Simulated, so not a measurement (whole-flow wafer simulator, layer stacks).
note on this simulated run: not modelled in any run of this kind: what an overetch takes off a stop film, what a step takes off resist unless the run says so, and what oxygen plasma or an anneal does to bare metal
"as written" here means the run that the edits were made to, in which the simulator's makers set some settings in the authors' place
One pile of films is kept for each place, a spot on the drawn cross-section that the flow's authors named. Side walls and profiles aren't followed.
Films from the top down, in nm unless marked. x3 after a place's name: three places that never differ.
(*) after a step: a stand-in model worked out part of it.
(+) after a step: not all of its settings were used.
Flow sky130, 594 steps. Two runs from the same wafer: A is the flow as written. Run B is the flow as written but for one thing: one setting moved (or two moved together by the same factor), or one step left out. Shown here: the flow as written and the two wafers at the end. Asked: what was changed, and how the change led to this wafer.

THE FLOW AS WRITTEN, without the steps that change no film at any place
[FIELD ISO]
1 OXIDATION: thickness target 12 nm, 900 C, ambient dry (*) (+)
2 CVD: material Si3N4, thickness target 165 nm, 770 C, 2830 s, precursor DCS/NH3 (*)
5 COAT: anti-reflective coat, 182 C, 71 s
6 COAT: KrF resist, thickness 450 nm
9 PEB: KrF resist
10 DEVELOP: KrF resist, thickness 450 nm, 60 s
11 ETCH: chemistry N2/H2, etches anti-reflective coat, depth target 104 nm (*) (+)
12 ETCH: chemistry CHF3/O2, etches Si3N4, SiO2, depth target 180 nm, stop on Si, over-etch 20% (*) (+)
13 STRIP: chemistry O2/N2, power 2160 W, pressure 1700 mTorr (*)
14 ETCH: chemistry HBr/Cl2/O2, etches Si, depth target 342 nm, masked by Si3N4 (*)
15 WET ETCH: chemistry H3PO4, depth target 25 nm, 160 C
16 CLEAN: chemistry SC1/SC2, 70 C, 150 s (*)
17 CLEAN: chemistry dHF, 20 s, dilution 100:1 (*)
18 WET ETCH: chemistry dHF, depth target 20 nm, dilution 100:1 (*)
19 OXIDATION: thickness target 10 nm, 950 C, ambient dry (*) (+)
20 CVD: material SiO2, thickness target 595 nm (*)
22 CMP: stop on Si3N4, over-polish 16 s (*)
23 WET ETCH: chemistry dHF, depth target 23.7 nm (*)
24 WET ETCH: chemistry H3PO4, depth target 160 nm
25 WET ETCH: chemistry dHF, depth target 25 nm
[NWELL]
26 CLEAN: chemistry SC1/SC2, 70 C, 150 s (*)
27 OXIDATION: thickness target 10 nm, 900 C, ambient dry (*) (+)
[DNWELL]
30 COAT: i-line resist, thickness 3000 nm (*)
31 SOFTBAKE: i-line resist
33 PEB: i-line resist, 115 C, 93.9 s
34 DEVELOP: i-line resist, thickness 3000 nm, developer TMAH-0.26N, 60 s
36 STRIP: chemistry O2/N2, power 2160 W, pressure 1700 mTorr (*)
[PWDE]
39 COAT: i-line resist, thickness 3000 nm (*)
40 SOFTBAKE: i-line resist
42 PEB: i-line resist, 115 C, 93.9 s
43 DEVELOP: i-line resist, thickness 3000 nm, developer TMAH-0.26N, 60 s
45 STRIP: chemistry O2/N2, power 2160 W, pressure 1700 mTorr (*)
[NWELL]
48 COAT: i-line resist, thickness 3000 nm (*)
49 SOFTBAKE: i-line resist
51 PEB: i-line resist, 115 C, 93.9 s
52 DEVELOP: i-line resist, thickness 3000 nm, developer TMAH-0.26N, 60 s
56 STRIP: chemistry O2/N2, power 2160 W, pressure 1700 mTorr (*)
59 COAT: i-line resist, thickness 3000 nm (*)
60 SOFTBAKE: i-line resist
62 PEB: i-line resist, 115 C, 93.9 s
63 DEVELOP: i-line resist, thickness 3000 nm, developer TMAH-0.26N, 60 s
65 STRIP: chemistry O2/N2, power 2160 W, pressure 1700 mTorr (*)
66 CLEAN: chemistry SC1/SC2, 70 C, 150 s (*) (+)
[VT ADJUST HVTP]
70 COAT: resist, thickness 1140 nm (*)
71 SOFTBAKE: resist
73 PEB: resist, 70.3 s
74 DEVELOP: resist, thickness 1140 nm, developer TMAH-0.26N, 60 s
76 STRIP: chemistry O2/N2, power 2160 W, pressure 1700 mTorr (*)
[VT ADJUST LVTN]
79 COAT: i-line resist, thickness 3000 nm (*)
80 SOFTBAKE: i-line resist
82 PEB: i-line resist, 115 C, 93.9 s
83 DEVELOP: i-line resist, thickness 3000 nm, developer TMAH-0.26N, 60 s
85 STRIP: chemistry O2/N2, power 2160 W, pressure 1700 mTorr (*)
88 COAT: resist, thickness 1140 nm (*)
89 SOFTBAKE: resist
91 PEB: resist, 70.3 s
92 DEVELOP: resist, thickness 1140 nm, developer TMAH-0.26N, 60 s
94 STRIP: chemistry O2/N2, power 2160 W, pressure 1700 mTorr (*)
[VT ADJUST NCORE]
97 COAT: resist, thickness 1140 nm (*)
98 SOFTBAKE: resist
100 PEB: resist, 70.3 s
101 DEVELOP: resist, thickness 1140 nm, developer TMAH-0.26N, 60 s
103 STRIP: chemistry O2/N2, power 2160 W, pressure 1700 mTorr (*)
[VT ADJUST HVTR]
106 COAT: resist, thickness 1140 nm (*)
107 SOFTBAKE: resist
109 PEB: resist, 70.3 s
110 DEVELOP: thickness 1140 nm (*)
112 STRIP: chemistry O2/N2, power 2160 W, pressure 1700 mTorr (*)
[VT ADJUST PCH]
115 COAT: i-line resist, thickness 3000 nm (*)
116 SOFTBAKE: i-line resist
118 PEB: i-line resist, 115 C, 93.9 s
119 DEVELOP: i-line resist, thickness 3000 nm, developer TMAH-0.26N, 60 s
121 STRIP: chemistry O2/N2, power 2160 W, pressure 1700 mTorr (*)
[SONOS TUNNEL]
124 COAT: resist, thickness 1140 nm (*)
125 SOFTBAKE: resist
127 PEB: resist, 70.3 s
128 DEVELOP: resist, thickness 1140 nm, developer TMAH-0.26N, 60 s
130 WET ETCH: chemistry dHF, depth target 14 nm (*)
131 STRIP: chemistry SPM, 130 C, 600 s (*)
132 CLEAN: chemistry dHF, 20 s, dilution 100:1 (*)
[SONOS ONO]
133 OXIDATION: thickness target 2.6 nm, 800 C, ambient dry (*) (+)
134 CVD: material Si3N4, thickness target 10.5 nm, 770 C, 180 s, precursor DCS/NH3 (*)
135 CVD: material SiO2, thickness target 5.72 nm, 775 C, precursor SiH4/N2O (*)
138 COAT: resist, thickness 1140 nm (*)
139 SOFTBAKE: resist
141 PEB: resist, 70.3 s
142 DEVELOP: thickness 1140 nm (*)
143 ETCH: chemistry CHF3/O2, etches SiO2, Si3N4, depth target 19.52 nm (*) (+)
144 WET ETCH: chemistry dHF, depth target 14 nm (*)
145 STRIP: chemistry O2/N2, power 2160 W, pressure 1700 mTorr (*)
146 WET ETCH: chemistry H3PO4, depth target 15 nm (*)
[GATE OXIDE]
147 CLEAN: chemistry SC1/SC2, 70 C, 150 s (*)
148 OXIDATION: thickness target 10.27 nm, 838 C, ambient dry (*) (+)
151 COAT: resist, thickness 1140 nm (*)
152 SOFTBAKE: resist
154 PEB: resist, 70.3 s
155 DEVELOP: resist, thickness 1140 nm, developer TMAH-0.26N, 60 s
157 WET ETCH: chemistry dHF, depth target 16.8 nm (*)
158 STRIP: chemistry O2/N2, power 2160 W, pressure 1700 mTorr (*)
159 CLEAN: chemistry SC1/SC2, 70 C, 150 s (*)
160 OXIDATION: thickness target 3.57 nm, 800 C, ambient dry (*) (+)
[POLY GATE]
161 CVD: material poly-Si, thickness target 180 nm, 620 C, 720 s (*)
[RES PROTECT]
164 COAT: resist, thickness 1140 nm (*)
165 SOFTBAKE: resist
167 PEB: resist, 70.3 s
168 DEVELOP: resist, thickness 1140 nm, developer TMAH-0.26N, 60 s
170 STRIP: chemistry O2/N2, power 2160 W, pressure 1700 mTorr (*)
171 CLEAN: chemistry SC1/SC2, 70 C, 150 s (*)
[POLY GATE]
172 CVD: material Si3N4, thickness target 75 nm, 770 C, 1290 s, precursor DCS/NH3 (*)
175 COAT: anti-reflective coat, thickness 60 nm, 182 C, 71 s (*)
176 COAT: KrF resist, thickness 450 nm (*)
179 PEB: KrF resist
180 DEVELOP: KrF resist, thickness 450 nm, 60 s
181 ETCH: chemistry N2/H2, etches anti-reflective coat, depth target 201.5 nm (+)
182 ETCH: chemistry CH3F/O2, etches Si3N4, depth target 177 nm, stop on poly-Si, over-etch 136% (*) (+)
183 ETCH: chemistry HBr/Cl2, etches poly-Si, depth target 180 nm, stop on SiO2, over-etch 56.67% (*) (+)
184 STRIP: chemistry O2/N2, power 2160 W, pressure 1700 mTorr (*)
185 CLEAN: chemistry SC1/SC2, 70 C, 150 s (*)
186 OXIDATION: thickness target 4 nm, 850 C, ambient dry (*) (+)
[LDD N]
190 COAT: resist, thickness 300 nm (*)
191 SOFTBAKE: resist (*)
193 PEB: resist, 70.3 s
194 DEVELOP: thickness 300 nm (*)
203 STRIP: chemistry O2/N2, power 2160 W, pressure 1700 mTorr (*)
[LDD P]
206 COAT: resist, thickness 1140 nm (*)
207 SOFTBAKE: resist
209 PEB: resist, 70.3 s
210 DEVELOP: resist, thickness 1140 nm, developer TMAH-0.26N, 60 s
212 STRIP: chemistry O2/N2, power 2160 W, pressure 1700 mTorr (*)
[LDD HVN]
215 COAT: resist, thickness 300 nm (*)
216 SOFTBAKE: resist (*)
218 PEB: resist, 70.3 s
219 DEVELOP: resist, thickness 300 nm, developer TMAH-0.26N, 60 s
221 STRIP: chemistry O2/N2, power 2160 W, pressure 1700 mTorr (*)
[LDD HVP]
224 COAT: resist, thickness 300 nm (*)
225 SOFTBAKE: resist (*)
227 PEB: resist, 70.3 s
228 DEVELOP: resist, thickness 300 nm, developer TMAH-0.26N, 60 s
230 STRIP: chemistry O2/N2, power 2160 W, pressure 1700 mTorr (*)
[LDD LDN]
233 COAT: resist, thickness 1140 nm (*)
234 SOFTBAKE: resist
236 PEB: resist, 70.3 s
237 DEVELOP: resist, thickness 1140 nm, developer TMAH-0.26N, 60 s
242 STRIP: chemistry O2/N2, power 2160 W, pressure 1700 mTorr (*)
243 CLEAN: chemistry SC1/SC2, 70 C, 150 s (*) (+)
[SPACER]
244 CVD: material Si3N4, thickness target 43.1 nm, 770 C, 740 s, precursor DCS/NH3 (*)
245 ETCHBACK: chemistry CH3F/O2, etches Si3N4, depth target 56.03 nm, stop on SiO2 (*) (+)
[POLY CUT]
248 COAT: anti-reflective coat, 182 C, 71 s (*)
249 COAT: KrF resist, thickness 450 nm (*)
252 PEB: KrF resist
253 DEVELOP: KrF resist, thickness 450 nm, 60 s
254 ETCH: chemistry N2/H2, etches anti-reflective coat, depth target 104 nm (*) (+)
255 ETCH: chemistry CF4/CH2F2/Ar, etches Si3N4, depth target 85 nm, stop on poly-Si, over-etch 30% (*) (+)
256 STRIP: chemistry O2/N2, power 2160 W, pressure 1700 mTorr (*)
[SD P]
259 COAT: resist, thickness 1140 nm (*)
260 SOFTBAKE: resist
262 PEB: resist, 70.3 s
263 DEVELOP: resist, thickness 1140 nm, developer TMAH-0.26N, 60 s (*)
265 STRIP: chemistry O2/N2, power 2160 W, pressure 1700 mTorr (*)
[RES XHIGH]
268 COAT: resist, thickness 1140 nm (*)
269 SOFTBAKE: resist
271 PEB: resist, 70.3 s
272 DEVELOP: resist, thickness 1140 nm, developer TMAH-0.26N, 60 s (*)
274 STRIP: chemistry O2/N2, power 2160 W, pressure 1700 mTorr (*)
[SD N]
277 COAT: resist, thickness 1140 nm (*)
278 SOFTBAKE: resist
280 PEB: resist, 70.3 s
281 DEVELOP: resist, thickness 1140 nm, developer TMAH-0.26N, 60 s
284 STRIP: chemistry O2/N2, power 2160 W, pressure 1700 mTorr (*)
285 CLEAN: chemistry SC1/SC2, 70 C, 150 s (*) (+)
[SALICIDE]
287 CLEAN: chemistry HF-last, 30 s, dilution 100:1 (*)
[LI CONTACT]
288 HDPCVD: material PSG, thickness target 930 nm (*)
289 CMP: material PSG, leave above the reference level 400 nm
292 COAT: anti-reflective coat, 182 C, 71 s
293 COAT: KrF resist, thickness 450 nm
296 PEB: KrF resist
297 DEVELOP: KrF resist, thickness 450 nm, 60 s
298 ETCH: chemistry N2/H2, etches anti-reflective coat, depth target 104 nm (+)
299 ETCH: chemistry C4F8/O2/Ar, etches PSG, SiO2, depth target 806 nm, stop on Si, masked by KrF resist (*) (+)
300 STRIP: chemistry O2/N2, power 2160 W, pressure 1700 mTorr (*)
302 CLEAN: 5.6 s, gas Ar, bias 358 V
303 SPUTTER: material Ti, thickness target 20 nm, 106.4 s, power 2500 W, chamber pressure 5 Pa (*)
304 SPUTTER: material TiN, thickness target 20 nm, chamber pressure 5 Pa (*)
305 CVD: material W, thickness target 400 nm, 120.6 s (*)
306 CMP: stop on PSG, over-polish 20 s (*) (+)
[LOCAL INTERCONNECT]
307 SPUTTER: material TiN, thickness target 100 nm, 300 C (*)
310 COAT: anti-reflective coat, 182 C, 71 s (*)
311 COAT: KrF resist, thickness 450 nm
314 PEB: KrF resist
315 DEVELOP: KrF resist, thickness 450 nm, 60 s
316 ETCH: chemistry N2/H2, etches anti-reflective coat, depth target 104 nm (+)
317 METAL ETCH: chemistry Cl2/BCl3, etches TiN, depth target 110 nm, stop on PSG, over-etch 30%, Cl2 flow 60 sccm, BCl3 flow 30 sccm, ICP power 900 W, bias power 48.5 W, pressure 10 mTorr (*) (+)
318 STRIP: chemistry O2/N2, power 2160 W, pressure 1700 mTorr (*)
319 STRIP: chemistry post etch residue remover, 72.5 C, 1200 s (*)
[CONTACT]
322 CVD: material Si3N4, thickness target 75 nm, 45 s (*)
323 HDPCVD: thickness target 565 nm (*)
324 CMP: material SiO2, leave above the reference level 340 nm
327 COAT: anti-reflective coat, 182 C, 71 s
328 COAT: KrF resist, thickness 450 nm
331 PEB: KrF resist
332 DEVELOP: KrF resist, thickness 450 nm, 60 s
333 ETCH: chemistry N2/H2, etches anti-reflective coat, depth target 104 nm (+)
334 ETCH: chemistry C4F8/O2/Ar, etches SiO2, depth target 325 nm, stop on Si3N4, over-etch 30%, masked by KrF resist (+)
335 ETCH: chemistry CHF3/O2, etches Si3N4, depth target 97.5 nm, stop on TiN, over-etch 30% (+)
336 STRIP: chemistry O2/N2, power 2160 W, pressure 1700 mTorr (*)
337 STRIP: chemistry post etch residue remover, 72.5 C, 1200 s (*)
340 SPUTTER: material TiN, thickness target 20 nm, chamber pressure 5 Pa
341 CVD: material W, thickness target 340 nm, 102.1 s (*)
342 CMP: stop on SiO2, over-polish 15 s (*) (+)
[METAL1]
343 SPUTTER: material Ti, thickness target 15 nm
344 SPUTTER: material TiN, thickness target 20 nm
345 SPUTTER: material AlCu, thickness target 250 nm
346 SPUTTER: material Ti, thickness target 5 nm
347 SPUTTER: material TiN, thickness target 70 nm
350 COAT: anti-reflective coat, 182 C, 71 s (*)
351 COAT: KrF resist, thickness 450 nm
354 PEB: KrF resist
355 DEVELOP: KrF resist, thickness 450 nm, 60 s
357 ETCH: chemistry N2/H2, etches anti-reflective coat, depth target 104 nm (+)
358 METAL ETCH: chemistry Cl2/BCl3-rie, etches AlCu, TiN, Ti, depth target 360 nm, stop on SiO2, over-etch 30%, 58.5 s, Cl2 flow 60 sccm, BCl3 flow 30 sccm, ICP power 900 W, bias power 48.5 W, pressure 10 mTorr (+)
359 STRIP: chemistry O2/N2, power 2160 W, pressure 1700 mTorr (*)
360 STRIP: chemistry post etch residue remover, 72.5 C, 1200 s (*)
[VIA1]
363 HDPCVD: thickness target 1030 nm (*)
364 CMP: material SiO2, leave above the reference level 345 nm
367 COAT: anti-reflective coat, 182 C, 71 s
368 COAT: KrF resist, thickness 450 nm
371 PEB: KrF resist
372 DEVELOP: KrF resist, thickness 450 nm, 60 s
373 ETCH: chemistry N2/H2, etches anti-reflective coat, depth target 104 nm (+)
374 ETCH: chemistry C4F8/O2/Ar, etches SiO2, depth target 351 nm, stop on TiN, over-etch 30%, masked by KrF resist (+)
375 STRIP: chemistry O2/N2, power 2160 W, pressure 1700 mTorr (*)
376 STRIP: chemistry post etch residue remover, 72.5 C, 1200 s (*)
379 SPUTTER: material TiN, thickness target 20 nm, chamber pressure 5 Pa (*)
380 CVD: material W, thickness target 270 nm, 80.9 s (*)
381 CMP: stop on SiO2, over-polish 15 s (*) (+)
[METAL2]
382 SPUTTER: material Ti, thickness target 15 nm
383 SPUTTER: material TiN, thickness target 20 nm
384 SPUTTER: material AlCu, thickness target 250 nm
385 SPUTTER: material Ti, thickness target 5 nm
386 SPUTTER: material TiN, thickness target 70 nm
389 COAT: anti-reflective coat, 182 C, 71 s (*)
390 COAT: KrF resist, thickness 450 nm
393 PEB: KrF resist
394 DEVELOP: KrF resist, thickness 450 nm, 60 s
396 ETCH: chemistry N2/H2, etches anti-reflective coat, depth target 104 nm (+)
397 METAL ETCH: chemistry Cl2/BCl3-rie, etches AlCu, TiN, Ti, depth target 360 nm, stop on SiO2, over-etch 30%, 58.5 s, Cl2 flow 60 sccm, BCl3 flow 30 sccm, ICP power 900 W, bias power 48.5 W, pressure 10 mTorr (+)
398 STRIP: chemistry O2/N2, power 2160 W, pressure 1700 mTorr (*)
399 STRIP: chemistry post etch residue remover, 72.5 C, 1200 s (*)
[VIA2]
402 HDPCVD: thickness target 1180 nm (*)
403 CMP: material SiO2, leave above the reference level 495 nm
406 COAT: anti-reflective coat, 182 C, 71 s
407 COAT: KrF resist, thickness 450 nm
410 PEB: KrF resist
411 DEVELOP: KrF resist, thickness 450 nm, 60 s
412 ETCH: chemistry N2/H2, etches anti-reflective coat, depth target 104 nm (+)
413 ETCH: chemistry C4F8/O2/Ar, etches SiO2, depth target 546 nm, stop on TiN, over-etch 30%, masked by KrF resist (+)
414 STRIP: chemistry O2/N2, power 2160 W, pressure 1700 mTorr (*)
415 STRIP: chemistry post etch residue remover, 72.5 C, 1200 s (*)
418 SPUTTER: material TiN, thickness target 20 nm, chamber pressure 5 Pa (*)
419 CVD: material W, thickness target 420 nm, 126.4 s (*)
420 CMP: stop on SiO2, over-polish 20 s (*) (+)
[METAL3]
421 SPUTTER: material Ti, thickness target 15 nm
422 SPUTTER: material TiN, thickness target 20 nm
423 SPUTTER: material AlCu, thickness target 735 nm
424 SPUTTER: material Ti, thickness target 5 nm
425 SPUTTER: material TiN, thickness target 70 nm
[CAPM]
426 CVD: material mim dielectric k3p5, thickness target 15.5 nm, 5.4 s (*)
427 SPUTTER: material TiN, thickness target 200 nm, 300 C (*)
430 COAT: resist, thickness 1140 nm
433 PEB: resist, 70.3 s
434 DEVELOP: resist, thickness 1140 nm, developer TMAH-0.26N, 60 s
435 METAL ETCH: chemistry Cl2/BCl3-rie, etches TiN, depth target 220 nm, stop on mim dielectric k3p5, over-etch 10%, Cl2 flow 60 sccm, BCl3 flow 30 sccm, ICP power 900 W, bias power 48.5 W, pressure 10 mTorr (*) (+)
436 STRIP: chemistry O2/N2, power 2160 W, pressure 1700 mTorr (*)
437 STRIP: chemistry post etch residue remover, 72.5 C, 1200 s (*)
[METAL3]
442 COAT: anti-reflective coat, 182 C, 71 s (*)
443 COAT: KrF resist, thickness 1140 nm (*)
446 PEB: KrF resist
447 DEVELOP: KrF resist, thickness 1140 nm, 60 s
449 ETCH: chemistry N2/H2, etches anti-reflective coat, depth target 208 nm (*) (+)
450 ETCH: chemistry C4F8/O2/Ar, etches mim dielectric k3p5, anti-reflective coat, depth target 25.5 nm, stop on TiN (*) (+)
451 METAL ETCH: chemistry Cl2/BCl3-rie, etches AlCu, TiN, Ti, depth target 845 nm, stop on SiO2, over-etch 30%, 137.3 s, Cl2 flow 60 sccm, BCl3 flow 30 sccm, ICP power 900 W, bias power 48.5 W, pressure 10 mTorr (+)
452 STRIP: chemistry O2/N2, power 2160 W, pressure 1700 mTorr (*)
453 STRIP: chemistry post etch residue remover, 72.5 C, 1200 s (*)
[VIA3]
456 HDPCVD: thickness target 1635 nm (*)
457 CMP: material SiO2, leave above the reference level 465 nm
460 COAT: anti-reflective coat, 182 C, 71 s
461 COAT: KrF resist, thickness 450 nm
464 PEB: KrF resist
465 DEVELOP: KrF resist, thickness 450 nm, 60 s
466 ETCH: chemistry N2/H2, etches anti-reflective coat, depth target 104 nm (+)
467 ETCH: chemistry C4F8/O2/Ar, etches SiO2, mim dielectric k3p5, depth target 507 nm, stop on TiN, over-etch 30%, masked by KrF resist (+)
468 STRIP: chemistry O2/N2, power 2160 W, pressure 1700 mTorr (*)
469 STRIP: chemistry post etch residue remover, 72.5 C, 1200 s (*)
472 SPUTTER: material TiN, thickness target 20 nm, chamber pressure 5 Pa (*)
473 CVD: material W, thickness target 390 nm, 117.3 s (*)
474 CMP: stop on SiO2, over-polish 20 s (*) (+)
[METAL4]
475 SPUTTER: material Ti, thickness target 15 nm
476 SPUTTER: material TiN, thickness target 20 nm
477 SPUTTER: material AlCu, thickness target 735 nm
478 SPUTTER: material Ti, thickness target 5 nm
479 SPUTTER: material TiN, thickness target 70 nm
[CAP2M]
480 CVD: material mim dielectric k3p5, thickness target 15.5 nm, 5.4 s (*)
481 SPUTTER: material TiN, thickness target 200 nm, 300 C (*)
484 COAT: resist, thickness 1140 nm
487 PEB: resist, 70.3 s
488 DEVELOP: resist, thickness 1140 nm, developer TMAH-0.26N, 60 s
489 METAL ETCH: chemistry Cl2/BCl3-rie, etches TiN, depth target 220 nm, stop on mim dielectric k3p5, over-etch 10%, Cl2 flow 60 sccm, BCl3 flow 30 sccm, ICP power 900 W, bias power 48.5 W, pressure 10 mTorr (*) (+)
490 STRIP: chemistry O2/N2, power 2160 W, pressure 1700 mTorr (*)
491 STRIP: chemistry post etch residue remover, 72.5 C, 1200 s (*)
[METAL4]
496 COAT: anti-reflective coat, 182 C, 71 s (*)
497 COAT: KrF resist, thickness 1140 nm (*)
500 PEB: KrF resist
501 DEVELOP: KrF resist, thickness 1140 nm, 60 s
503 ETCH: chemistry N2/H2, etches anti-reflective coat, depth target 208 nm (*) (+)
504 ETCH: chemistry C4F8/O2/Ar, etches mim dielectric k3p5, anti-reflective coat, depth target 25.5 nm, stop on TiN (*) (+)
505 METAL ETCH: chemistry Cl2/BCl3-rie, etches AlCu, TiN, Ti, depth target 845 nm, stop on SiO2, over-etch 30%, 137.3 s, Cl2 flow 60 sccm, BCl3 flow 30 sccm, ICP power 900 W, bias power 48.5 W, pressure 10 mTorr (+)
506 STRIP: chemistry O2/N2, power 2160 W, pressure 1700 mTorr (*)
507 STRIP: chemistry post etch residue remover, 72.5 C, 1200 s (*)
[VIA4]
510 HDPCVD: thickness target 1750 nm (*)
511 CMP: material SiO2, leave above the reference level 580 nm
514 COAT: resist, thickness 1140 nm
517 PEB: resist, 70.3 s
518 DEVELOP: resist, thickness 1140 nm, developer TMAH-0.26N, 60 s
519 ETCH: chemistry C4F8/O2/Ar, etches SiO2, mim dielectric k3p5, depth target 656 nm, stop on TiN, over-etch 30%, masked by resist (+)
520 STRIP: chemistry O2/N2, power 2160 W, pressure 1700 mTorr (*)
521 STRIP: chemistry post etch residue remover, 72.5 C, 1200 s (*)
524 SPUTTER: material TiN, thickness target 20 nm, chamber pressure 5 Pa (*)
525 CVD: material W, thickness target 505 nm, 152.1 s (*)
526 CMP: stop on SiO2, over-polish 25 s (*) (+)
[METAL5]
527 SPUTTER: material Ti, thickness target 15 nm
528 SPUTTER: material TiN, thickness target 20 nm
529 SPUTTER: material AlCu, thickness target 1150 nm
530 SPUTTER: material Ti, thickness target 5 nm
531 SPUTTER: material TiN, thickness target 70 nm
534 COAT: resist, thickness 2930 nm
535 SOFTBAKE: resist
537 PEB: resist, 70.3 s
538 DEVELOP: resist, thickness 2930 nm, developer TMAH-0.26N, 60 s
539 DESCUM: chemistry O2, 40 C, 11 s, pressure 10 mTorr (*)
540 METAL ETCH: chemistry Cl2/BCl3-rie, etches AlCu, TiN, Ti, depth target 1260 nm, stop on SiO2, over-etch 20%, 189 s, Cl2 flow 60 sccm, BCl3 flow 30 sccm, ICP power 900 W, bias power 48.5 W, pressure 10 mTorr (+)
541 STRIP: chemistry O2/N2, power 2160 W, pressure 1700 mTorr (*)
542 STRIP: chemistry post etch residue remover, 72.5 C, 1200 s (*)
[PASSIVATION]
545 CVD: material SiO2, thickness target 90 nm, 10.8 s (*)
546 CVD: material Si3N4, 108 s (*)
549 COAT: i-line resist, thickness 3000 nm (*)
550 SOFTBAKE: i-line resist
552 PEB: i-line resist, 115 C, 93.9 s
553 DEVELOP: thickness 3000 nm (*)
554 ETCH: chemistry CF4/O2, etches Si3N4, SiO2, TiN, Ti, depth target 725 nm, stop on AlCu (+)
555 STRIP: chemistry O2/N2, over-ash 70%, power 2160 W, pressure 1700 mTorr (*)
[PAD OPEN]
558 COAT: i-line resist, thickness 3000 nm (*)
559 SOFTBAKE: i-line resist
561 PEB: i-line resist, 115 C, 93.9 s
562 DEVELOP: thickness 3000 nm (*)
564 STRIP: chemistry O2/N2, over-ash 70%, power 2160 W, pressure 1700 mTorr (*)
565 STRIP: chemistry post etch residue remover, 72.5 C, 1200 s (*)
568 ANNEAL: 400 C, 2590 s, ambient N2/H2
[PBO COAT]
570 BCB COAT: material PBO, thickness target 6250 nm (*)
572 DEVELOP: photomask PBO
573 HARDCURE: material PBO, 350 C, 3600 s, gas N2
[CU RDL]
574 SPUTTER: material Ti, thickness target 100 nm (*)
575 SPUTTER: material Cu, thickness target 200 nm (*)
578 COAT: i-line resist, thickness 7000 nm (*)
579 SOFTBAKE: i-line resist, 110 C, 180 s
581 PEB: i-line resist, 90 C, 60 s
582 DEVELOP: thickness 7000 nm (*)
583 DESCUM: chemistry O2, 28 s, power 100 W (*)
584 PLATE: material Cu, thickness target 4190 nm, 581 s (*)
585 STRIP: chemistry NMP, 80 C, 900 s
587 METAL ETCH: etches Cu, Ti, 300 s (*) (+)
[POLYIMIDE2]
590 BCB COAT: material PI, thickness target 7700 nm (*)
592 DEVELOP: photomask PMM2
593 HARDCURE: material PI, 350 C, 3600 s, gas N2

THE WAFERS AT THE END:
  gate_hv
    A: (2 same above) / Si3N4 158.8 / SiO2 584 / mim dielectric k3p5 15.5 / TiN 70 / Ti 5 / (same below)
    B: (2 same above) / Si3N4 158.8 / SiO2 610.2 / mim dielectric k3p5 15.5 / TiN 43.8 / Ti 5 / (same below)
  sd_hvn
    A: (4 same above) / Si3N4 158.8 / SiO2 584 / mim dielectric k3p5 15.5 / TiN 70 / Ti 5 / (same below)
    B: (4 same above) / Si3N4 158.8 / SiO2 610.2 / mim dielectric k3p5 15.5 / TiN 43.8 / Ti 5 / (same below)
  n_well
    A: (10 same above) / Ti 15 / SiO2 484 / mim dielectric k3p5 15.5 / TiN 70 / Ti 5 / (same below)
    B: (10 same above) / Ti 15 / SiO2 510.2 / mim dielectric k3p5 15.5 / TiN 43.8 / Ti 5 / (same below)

The cause: step 479, SPUTTER: thickness target 43.8 nm was run, where the flow has thickness target 70 nm.
It can be read off the wafer: gate_hv has TiN 43.8, and step 479 as written asks for 70 nm.

How the change led to this, step by step:
  479 SPUTTER: material TiN, thickness target 70 nm
      field, active, n_well and 189 more: A TiN +70 (new film) | B TiN +43.8 (new film)
  505 METAL ETCH: chemistry Cl2/BCl3-rie, etches AlCu, TiN, Ti, depth target 845 nm, stop on SiO2, over-etch 30%, 137.3 s, Cl2 flow 60 sccm, BCl3 flow 30 sccm, ICP power 900 W, bias power 48.5 W, pressure 10 mTorr (+)
      field, gate, spacer and 68 more: A TiN -70 (all of it), Ti -5 (all of it), AlCu -735 (all of it), TiN -20 (all of it), Ti -15 (all of it), SiO2 -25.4 | B TiN -43.8 (all of it), Ti -5 (all of it), AlCu -735 (all of it), TiN -20 (all of it), Ti -15 (all of it), SiO2 -28
      active, vpp_iso1, mim_edge_plate and 14 more: A TiN -70 (all of it), Ti -5 (all of it), AlCu -735 (all of it), TiN -20 (all of it), Ti -15 (all of it), SiO2 -25.3 | B TiN -43.8 (all of it), Ti -5 (all of it), AlCu -735 (all of it), TiN -20 (all of it), Ti -15 (all of it), SiO2 -28
  511 CMP: material SiO2, leave above the reference level 580 nm
      n_well, p_well, gate_hv and 99 more: A SiO2 -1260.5 | B SiO2 -1234.3
      m1, via3_hole: A SiO2 -1259.9 | B SiO2 -1233.7
  519 ETCH: chemistry C4F8/O2/Ar, etches SiO2, mim dielectric k3p5, depth target 656 nm, stop on TiN, over-etch 30%, masked by resist (+)
      m1: A SiO2 -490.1 (all of it), mim dielectric k3p5 -15.5 (all of it) | B SiO2 -516.3 (all of it), mim dielectric k3p5 -15.5 (all of it)
      via4_hole: A SiO2 -489.5 (all of it), mim dielectric k3p5 -15.5 (all of it) | B SiO2 -515.7 (all of it), mim dielectric k3p5 -15.5 (all of it)
  525 CVD: material W, thickness target 505 nm, 152.1 s (*)
      m1: A W +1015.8 (new film) | B W +1042.2 (new film)
      via4_hole: A W +1015.2 (new film) | B W +1041.5 (new film)
